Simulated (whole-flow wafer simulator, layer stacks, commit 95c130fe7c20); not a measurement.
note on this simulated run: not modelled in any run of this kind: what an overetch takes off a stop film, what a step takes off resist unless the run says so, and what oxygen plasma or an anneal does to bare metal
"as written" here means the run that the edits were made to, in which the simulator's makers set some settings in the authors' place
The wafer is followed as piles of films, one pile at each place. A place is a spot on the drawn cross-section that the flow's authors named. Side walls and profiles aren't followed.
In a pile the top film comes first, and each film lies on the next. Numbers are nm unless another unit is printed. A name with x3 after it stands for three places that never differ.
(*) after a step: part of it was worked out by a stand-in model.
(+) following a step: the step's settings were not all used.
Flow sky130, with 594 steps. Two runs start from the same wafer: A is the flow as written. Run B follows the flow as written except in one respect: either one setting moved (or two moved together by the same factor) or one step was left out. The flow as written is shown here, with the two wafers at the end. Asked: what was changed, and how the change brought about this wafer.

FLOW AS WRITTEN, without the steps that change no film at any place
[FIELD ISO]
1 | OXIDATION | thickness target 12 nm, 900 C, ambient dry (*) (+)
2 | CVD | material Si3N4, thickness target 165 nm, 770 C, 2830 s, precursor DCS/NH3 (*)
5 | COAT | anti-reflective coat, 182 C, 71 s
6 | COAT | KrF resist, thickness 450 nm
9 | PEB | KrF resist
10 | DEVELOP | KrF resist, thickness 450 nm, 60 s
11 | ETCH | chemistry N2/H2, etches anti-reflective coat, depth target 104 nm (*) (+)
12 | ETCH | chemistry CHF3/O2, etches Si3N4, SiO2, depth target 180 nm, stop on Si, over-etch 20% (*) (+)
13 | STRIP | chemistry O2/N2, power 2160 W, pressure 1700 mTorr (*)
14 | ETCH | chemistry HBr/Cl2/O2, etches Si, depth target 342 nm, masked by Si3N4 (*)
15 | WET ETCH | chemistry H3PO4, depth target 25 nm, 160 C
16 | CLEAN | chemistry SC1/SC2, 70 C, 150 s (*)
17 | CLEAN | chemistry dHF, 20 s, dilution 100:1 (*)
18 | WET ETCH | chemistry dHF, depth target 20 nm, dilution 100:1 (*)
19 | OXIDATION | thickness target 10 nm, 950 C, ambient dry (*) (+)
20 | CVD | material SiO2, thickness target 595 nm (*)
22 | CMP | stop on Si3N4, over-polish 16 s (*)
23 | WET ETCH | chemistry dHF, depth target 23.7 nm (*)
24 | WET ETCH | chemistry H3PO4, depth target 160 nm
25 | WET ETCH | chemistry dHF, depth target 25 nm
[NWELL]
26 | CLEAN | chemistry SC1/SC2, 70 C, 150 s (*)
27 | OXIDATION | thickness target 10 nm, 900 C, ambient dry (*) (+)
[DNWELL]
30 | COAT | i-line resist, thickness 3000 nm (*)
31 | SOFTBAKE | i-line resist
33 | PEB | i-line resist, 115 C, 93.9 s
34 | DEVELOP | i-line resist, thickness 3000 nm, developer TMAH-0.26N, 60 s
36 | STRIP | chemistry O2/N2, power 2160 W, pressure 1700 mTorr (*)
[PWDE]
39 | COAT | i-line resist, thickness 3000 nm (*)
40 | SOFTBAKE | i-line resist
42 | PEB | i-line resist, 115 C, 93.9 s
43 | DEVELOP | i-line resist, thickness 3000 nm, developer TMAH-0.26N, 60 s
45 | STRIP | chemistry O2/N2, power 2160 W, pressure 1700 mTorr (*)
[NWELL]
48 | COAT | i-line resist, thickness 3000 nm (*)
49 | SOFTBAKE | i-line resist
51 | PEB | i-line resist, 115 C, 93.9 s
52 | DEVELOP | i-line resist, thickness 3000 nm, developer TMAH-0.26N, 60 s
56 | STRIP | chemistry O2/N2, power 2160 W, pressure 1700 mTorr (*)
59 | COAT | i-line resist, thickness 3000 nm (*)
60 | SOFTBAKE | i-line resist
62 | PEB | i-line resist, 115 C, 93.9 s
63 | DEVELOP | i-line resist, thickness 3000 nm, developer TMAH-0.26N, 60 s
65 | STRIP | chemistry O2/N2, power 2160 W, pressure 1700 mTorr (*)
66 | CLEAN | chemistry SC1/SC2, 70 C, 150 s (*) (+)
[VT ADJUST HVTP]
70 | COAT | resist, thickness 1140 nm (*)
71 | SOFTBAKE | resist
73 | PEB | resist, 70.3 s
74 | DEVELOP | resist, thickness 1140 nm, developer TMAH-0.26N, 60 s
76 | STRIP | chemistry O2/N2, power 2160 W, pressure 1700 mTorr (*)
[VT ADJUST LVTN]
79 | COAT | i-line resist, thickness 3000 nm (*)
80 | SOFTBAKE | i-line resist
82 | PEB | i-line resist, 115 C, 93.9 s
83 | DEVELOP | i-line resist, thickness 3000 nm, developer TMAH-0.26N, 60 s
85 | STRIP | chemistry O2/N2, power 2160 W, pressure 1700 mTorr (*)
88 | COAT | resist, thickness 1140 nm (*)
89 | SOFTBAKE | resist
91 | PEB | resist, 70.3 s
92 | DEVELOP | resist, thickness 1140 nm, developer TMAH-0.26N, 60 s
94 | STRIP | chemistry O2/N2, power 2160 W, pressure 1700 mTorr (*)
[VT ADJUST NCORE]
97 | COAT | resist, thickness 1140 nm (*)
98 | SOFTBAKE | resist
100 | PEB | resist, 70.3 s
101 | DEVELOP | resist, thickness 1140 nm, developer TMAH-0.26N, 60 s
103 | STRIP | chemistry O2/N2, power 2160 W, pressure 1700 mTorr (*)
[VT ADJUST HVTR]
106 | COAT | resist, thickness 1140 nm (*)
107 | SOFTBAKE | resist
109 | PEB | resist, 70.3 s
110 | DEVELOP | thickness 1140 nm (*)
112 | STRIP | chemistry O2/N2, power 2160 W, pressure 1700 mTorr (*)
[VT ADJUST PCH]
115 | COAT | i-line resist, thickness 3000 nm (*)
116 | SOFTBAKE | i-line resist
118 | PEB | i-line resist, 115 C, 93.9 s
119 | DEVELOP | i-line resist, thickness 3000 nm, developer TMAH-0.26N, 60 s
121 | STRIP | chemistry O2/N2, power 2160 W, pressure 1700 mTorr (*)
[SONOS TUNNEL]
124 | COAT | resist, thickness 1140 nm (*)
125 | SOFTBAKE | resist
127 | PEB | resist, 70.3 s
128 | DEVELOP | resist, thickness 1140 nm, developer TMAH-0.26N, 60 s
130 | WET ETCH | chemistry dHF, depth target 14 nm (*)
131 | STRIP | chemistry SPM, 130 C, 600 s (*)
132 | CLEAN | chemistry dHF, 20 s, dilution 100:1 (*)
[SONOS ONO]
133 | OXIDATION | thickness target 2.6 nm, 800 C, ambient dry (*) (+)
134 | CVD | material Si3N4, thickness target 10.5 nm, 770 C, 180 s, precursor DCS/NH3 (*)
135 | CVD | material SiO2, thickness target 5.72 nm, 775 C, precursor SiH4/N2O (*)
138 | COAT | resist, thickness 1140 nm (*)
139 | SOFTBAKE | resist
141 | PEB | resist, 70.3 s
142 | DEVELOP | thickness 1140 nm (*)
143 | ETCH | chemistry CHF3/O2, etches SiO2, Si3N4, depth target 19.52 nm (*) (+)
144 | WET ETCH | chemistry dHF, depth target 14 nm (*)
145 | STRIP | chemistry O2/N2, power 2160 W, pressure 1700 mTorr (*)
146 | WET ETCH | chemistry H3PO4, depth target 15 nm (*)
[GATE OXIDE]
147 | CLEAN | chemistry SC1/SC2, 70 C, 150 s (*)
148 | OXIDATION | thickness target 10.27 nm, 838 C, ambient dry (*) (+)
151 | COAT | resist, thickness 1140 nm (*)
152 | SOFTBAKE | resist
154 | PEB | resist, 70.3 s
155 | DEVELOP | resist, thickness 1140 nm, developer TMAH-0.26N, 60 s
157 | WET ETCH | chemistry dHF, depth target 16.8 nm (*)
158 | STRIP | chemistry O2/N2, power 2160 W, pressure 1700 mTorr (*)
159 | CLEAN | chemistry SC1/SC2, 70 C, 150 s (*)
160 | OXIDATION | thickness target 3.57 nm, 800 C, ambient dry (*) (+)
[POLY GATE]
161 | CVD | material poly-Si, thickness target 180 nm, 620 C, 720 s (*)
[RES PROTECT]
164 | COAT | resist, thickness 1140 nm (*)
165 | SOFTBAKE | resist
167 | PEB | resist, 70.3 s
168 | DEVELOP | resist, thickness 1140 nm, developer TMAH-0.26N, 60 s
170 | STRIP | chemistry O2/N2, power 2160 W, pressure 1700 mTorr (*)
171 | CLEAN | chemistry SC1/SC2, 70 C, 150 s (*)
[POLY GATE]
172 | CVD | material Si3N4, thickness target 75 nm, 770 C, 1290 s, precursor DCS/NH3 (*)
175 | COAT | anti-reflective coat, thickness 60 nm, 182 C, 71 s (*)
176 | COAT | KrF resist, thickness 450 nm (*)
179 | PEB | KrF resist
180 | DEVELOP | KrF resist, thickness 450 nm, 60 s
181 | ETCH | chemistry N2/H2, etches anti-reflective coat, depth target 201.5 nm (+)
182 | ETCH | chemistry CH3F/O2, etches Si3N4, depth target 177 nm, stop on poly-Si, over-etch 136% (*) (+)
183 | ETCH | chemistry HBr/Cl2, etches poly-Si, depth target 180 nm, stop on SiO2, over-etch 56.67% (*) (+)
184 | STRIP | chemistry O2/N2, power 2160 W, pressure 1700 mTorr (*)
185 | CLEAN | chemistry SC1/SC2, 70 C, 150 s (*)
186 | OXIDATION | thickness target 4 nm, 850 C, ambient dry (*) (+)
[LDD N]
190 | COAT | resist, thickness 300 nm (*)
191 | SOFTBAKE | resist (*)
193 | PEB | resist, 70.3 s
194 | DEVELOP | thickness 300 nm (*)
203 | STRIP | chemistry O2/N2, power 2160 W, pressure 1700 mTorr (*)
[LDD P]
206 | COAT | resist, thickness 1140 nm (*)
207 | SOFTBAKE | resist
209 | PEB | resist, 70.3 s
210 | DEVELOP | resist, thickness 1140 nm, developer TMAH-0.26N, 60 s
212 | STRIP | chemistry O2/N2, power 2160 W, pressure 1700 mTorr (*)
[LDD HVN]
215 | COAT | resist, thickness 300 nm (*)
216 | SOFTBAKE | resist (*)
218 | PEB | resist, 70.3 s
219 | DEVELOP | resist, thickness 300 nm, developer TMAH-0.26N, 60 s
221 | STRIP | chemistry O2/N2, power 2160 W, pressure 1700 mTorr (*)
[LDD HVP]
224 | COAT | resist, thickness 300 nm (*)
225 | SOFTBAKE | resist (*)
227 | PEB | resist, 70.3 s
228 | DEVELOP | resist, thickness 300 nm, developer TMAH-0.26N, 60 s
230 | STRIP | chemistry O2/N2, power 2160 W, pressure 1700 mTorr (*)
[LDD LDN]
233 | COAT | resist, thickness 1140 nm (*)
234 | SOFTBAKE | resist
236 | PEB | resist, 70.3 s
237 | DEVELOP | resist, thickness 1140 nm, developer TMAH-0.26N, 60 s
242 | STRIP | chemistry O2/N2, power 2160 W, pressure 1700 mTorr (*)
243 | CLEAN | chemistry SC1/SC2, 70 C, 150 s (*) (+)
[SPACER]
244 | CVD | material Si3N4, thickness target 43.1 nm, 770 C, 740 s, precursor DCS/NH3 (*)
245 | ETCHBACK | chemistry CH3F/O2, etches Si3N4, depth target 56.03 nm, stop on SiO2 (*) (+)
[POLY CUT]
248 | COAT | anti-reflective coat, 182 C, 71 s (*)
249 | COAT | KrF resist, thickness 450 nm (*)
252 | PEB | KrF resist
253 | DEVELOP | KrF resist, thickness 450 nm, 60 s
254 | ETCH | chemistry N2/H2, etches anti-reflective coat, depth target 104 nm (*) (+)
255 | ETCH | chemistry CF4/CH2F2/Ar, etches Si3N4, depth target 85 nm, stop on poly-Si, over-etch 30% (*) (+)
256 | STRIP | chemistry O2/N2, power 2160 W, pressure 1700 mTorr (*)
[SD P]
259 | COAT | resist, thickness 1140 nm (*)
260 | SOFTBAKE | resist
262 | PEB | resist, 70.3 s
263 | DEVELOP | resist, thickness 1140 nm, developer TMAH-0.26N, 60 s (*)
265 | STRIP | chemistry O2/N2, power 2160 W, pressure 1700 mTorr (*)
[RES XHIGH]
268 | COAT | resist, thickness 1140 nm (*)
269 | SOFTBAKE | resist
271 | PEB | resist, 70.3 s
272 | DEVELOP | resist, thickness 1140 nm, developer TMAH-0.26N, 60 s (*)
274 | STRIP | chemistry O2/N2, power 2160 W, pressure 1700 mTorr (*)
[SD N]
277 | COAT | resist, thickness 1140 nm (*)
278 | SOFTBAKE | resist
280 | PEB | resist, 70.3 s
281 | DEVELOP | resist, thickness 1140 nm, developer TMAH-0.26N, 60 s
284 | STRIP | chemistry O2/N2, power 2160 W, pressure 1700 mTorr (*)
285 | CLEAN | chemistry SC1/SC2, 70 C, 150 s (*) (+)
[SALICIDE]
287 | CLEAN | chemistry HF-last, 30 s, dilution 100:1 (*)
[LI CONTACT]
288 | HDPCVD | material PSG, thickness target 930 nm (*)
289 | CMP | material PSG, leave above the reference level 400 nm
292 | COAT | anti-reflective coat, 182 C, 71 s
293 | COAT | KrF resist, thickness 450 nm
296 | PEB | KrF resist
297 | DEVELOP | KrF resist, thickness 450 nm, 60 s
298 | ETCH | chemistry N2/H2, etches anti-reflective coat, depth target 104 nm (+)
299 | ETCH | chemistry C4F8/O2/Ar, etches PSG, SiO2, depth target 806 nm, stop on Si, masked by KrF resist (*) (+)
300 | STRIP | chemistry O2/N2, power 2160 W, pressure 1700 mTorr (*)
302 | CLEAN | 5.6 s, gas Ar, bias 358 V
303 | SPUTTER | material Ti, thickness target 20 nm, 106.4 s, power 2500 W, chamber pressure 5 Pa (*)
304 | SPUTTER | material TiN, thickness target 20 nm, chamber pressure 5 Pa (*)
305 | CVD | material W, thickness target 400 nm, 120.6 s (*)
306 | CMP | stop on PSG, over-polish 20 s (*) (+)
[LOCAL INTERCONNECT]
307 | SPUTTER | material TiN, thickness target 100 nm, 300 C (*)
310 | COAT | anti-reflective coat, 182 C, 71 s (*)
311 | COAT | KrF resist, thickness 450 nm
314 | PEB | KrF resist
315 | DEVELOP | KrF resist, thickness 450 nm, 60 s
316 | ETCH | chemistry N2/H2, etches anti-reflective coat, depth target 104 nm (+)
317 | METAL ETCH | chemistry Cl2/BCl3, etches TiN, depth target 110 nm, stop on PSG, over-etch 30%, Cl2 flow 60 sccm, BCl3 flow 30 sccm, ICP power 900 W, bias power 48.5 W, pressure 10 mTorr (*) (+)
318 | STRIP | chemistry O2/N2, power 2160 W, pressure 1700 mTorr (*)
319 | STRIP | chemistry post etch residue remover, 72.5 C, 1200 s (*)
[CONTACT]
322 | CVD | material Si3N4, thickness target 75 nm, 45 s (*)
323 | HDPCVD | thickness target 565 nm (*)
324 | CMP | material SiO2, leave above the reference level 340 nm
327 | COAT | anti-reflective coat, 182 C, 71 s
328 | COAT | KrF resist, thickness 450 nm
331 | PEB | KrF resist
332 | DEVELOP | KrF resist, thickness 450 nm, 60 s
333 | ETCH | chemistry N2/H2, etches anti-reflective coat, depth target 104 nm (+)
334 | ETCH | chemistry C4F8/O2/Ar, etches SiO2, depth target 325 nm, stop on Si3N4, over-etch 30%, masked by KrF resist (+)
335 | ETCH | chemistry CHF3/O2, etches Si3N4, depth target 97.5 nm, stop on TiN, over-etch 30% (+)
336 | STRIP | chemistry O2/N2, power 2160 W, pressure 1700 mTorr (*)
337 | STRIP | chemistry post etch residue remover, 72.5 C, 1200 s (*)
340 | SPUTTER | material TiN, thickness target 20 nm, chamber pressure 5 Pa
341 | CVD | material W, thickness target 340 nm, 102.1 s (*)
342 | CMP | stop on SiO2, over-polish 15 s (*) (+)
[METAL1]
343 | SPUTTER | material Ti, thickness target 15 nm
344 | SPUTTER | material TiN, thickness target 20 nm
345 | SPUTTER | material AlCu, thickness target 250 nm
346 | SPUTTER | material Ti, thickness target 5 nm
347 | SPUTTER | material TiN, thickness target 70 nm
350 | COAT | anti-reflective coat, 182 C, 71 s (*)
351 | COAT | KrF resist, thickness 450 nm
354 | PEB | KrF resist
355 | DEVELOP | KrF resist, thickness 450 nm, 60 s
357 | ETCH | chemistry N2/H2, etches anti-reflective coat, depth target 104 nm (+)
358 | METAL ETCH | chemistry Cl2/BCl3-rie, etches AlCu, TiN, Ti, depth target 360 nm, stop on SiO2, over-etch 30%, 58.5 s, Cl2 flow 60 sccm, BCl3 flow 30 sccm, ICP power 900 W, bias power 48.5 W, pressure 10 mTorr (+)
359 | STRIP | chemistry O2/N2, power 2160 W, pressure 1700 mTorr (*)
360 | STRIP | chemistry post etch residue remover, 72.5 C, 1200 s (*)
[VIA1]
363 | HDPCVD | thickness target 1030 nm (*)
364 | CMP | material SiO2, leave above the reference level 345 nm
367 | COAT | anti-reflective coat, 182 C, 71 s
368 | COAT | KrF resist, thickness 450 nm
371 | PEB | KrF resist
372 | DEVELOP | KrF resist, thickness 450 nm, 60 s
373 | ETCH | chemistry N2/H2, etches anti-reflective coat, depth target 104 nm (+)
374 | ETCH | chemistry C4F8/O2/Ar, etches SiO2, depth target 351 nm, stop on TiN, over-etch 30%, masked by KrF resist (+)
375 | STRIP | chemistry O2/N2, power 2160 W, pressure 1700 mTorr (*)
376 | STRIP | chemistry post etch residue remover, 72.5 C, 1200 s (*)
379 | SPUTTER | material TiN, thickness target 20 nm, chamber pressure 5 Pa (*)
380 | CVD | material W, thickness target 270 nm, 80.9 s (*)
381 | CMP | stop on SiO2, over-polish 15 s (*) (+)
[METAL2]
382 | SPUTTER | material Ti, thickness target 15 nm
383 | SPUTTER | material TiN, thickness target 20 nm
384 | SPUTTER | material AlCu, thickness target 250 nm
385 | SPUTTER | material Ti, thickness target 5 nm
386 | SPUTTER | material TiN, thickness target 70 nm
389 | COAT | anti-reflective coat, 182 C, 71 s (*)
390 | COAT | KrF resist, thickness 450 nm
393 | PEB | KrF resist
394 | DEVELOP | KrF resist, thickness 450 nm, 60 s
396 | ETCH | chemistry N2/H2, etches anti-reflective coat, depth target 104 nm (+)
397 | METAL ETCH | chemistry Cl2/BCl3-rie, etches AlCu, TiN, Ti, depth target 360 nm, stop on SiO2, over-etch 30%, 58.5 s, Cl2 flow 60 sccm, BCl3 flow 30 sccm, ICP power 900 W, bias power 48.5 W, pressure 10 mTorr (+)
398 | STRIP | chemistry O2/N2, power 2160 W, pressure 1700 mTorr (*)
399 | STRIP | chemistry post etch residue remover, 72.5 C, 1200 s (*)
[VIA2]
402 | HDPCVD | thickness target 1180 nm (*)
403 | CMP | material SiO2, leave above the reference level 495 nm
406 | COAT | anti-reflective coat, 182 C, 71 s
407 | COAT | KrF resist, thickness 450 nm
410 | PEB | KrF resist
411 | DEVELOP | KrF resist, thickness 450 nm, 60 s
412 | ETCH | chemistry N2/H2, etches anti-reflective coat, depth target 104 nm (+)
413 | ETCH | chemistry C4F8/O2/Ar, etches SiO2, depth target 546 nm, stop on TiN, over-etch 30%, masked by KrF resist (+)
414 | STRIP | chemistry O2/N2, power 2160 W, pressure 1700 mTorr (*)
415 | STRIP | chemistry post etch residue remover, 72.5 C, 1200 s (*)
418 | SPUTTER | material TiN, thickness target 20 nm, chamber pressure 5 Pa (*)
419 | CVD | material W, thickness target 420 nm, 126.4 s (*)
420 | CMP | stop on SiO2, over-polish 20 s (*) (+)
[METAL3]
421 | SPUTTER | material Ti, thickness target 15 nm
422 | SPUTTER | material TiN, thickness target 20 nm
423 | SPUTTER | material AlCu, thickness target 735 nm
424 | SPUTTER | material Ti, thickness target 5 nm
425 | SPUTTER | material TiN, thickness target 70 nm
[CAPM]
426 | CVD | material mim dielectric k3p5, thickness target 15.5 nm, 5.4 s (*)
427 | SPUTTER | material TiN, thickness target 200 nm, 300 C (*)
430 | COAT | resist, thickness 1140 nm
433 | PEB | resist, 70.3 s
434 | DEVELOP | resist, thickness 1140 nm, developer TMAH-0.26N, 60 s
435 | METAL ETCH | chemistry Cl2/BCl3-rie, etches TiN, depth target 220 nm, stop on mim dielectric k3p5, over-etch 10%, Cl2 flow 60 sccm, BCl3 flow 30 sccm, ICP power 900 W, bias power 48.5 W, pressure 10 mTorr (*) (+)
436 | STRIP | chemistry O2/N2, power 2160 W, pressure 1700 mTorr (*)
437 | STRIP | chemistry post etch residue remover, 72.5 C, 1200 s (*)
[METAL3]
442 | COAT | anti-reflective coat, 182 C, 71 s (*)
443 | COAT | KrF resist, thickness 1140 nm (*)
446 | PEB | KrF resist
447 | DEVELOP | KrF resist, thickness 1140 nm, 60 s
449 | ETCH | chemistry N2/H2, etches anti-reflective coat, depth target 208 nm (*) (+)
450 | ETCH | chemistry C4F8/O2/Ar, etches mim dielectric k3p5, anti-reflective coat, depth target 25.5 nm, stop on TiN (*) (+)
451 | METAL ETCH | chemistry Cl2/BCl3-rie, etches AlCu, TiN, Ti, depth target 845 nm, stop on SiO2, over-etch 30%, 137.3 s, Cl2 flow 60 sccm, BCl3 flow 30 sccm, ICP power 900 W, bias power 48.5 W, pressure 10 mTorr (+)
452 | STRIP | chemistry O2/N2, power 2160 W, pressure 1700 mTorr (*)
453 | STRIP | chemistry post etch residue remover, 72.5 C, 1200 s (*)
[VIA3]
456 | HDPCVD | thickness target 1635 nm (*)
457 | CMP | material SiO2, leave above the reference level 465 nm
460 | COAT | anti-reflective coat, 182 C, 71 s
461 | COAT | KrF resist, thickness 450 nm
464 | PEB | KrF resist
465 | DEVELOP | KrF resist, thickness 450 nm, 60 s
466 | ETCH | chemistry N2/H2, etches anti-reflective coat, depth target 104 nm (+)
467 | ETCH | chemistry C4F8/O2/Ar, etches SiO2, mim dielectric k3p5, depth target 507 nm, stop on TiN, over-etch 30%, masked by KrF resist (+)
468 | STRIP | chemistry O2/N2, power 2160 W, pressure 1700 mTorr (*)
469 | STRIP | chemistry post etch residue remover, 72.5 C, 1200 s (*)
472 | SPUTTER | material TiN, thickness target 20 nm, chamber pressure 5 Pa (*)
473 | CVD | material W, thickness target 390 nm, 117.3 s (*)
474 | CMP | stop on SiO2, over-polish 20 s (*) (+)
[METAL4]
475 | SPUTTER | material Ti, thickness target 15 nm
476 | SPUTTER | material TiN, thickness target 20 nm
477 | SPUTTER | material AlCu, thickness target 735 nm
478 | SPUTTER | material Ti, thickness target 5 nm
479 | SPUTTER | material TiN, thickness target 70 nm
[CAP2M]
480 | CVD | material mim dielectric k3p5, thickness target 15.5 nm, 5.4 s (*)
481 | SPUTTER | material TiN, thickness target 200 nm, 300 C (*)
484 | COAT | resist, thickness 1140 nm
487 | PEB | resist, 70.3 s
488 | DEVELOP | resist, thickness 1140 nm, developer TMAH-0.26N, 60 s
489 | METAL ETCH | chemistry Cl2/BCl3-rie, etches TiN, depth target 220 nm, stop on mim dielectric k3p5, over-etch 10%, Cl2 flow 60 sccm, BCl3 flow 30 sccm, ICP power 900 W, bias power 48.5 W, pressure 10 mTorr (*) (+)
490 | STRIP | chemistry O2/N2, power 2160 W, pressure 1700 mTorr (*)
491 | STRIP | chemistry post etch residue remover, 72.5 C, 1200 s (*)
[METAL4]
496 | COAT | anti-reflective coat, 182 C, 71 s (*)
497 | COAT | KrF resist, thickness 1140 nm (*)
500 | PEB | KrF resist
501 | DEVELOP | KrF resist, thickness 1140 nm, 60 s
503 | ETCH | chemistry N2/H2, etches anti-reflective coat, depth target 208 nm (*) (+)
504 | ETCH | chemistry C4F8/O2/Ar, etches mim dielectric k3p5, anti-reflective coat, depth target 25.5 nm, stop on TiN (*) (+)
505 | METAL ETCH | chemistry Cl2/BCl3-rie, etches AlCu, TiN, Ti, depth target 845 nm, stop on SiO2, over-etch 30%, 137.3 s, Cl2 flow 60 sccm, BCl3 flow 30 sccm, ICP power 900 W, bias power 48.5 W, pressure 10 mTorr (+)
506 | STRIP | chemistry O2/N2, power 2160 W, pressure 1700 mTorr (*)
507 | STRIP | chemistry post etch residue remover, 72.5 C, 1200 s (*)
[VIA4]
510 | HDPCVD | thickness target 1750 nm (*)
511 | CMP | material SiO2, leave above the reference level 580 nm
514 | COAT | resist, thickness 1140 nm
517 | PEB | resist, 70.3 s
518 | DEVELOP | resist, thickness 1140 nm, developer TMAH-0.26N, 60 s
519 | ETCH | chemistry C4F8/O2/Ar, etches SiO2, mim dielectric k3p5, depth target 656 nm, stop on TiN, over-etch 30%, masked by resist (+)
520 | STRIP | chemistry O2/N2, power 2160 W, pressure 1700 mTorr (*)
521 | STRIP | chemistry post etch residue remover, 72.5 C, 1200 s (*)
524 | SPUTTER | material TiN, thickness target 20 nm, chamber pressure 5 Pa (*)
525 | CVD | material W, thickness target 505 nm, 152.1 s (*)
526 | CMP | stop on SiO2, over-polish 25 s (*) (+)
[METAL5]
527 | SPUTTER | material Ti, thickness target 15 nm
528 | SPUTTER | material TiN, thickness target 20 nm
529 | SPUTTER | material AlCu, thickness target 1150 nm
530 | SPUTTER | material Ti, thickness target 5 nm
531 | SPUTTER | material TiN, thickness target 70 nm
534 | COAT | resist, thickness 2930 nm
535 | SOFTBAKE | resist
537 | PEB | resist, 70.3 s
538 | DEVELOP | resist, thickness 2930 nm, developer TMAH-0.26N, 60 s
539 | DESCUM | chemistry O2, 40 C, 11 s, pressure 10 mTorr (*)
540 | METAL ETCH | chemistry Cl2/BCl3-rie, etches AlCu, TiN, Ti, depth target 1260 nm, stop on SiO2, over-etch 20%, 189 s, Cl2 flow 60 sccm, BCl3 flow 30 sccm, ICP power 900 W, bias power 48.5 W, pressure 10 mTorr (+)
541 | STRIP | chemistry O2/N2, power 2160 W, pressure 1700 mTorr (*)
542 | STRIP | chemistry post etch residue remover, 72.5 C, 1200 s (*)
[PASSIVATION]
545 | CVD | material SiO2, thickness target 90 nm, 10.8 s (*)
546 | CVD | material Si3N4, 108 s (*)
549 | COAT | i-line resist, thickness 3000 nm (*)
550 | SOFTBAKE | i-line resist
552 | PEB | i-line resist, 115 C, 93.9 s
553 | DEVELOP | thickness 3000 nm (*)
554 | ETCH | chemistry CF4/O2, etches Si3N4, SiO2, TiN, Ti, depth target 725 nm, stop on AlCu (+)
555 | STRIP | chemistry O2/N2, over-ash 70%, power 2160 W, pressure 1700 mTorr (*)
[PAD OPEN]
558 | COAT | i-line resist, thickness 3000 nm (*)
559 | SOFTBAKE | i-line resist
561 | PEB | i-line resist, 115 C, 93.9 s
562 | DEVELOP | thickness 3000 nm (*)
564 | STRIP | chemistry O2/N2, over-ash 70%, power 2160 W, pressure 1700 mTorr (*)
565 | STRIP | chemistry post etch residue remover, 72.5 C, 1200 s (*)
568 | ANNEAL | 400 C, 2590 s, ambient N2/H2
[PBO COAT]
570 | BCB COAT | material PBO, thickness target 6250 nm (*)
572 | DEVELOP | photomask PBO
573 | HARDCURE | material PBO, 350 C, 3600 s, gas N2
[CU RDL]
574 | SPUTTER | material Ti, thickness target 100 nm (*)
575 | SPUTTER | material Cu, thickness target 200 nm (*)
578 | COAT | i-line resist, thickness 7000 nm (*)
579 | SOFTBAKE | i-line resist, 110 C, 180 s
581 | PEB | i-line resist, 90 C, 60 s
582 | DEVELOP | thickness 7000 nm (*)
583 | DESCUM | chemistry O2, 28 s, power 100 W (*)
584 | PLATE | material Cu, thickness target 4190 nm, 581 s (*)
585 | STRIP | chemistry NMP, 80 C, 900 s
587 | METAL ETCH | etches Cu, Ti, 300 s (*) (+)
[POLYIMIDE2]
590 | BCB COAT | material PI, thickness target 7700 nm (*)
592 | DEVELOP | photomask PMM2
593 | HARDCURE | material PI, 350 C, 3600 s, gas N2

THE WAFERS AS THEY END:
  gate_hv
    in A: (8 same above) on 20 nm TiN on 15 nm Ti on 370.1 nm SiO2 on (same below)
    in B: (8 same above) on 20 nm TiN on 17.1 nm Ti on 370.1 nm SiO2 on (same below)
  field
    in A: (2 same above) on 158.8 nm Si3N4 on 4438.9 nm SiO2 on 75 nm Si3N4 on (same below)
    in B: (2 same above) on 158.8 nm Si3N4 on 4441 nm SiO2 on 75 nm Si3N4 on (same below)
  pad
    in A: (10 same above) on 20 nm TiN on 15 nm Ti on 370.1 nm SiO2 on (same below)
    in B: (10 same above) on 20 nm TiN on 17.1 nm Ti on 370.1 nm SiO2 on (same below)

The reason: step 475, SPUTTER: thickness target 17.1 nm was run, while the flow as written has thickness target 15 nm.
One can read it off the wafer: gate_hv has Ti 17.1, and step 475 as written asks for 15 nm.

How this came from the change, step by step:
  475 | SPUTTER | material Ti, thickness target 15 nm
      field, active, n_well and 189 more: A +15 Ti (new film) | B +17.1 Ti (new film)
  505 | METAL ETCH | chemistry Cl2/BCl3-rie, etches AlCu, TiN, Ti, depth target 845 nm, stop on SiO2, over-etch 30%, 137.3 s, Cl2 flow 60 sccm, BCl3 flow 30 sccm, ICP power 900 W, bias power 48.5 W, pressure 10 mTorr (+)
      field, gate, spacer and 68 more: A -70 TiN (all of it), -5 Ti (all of it), -735 AlCu (all of it), -20 TiN (all of it), -15 Ti (all of it), -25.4 SiO2 | B -70 TiN (all of it), -5 Ti (all of it), -735 AlCu (all of it), -20 TiN (all of it), -17.1 Ti (all of it), -25.1 SiO2
      active, vpp_iso1, mim_edge_plate and 14 more: A -70 TiN (all of it), -5 Ti (all of it), -735 AlCu (all of it), -20 TiN (all of it), -15 Ti (all of it), -25.3 SiO2 | B -70 TiN (all of it), -5 Ti (all of it), -735 AlCu (all of it), -20 TiN (all of it), -17.1 Ti (all of it), -25.1 SiO2
